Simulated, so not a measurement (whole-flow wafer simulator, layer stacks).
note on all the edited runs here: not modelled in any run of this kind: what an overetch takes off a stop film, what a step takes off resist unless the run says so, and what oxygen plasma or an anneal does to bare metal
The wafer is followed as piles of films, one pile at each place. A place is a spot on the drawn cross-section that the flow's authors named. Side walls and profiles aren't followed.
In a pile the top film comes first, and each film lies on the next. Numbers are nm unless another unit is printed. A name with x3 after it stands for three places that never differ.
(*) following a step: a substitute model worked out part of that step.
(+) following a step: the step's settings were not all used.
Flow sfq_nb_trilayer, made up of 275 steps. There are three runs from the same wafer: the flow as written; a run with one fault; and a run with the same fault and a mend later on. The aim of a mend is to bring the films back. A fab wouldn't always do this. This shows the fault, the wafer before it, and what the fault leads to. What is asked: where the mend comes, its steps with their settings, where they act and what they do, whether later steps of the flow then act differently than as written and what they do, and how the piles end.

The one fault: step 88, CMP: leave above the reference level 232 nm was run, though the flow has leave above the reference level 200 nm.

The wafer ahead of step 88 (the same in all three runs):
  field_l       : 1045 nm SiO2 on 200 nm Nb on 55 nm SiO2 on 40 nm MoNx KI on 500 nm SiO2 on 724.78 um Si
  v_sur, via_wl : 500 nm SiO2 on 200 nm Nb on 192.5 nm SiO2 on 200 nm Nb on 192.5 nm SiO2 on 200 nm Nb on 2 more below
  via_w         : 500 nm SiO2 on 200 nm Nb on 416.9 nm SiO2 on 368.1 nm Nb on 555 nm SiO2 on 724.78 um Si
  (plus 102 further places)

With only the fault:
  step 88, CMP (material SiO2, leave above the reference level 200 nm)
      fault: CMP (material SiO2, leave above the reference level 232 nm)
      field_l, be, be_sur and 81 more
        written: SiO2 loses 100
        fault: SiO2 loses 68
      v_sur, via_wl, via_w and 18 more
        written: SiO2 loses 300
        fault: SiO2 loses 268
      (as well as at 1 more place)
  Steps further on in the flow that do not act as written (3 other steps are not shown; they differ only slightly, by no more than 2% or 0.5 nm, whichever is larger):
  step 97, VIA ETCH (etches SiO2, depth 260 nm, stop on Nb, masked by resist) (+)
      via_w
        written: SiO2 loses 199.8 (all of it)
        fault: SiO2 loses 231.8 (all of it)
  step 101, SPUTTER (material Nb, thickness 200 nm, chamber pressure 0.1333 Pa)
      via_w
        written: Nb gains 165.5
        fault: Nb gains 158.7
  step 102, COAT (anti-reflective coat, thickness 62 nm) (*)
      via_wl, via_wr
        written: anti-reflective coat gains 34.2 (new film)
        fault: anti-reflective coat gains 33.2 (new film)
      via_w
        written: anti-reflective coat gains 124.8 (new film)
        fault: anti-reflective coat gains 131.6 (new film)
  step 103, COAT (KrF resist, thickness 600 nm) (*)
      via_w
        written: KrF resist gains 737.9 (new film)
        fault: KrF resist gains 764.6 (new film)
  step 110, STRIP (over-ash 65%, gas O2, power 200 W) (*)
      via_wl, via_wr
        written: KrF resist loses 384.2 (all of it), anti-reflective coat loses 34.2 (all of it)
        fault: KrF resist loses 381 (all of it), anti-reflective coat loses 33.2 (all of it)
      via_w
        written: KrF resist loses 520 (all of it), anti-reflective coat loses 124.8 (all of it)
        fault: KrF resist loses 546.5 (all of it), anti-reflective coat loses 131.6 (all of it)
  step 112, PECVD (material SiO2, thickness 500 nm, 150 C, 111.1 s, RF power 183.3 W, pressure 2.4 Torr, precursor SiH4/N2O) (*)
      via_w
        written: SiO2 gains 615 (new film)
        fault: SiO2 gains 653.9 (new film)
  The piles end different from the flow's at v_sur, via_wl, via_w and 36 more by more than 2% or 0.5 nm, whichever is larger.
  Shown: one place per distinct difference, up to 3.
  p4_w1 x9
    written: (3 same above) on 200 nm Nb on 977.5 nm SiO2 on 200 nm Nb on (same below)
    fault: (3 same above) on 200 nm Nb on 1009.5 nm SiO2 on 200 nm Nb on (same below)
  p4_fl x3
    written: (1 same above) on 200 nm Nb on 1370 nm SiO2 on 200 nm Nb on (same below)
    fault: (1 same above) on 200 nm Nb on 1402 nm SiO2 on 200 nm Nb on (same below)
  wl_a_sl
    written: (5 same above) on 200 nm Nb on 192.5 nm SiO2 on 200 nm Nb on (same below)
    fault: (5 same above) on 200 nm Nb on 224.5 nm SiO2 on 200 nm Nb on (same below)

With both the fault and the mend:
  After step 89 comes the mend.
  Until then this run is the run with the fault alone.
  step 89a, CMP (material SiO2, leave above the reference level 200 nm) (the flow's step 88 again)
      field_l, v_sur, via_wl and 103 more
        SiO2 loses 32
  Later steps of the flow that are run all act as written at every place that is followed.
  By the end, the piles equal the flow's at every place that both follow.
